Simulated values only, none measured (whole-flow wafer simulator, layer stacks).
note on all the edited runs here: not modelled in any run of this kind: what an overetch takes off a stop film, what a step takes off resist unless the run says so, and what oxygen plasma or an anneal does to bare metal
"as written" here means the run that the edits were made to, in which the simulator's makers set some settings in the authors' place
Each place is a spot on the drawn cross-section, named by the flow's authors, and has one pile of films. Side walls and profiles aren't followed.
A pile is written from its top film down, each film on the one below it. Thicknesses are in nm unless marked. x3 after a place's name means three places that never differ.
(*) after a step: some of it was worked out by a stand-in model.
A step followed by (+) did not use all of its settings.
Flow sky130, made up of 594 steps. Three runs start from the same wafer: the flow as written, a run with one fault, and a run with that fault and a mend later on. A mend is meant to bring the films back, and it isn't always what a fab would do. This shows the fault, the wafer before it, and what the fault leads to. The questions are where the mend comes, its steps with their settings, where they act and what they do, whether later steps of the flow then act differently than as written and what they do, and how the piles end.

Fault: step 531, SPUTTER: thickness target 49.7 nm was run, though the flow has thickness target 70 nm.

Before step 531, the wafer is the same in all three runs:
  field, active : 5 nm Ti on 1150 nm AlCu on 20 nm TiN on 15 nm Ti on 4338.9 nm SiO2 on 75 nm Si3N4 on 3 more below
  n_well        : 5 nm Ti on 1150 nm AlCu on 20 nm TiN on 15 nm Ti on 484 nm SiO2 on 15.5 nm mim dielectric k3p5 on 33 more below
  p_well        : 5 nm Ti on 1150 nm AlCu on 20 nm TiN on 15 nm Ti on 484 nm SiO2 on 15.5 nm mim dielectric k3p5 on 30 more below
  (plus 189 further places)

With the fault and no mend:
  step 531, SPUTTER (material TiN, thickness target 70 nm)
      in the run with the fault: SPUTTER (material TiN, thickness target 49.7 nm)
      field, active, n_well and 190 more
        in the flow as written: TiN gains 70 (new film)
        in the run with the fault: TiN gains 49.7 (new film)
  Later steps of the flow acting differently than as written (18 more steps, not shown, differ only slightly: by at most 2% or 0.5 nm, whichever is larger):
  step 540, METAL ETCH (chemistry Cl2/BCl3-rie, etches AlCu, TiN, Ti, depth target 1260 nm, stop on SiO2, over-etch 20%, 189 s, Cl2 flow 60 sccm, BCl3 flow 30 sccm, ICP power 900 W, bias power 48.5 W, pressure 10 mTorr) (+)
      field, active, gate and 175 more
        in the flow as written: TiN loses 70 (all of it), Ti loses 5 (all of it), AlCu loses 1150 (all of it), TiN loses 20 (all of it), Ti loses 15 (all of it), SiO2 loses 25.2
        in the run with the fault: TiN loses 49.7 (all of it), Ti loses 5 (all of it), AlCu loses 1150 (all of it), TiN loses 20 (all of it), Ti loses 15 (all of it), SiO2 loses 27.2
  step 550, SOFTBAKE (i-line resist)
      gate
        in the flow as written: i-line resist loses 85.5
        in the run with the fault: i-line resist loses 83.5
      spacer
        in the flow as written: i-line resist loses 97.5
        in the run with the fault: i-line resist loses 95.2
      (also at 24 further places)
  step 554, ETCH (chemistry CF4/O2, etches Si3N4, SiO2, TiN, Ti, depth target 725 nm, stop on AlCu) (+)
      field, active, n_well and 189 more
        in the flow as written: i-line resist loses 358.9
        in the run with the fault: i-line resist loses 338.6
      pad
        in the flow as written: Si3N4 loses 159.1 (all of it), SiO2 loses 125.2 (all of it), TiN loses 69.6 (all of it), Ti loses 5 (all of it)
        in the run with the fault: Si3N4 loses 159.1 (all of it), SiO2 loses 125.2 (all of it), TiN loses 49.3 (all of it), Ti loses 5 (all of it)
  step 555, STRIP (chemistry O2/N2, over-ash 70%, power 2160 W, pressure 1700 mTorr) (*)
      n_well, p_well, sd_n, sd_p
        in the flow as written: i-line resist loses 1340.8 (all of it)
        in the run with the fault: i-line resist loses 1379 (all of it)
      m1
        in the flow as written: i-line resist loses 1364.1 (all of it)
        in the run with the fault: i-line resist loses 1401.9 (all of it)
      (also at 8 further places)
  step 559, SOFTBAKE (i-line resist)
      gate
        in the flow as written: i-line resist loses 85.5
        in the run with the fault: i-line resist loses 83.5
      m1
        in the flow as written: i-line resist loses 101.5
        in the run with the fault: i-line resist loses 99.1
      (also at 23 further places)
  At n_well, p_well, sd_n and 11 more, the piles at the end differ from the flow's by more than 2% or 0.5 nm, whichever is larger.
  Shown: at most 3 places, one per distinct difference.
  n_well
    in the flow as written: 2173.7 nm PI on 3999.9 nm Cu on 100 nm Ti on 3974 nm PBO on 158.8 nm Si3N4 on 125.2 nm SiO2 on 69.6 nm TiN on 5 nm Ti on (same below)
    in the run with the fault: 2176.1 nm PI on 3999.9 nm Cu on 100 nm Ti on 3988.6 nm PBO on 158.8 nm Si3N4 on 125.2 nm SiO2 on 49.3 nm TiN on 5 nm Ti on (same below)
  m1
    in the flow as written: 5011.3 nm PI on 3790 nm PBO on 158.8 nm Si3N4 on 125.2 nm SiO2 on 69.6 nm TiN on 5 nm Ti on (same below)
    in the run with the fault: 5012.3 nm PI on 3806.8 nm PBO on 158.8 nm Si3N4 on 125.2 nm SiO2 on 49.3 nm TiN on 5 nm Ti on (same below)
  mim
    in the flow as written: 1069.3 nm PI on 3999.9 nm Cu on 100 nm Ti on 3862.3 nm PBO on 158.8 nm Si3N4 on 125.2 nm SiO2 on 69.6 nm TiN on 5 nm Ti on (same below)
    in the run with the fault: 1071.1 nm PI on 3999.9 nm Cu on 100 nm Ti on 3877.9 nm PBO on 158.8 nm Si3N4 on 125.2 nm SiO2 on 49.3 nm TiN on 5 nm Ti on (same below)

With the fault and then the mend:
  After step 531 comes the mend.
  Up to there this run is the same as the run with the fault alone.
  step 531a, SPUTTER (material TiN, thickness target 20.3 nm) (a further turn of the flow's step 531, with different settings)
      field, active, n_well and 190 more
        TiN gains 20.3
  Every later step of the flow that is run acts as written at every place that is followed.
  At every place that both follow, the piles at the end match the flow's.
